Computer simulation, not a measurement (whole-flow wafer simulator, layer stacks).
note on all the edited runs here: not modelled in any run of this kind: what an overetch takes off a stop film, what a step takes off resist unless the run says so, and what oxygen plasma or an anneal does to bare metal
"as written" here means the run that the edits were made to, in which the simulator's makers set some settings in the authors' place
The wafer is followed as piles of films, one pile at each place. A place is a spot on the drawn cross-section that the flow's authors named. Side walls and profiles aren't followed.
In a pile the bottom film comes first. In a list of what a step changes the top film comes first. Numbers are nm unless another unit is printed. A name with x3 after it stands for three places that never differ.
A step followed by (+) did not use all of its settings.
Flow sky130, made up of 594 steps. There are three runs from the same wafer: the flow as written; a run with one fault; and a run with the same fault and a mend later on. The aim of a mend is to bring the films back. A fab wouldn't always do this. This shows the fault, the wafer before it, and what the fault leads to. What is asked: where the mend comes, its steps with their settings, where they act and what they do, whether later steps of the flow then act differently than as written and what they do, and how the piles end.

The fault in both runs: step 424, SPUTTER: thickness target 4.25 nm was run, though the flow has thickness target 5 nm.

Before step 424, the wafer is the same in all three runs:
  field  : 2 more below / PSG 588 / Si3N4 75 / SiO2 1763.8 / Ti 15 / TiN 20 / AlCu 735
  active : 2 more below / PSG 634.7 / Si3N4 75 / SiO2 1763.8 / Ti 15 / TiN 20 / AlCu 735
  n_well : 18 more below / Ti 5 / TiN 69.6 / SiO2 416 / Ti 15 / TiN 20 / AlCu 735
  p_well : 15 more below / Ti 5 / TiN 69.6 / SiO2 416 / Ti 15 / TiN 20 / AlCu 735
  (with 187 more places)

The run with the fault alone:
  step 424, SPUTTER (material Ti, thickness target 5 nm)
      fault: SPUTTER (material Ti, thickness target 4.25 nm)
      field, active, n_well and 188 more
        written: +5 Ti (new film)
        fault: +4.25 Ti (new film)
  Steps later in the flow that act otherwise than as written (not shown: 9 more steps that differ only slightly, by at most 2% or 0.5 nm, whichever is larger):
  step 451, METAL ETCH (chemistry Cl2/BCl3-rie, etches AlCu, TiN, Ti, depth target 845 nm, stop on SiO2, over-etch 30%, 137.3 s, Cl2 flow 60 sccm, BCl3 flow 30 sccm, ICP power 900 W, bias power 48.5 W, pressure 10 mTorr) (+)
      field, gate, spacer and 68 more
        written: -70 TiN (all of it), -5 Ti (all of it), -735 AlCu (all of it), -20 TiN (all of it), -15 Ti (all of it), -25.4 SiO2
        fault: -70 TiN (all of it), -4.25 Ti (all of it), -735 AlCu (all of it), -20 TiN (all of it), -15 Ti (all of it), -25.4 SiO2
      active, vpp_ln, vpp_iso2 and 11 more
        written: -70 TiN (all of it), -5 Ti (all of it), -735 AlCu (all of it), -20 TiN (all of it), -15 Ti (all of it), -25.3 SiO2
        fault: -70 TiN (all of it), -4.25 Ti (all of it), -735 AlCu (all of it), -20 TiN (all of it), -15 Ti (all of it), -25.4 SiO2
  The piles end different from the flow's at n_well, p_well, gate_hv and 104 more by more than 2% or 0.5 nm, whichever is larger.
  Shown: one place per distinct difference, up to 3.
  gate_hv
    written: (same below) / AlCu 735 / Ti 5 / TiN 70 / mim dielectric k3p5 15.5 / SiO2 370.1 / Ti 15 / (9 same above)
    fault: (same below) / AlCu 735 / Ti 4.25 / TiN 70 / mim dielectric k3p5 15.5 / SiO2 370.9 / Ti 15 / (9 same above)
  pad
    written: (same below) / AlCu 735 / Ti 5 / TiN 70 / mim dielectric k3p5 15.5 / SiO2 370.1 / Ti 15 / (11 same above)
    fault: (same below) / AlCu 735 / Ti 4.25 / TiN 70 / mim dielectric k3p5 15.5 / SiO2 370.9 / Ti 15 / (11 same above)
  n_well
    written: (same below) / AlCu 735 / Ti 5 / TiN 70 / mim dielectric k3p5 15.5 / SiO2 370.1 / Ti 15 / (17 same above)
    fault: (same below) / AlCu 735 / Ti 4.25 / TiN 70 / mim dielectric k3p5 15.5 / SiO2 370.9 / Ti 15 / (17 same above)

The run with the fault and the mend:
  The mend stands after step 424.
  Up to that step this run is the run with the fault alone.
  step 424a, SPUTTER (material Ti, thickness target 0.75 nm) (the flow's step 424 again, with other settings)
      field, active, n_well and 188 more
        +0.75 Ti
  None of the later steps of the flow acts differently than as written at any place that is followed.
  The piles end the same as the flow's at every place that both follow.
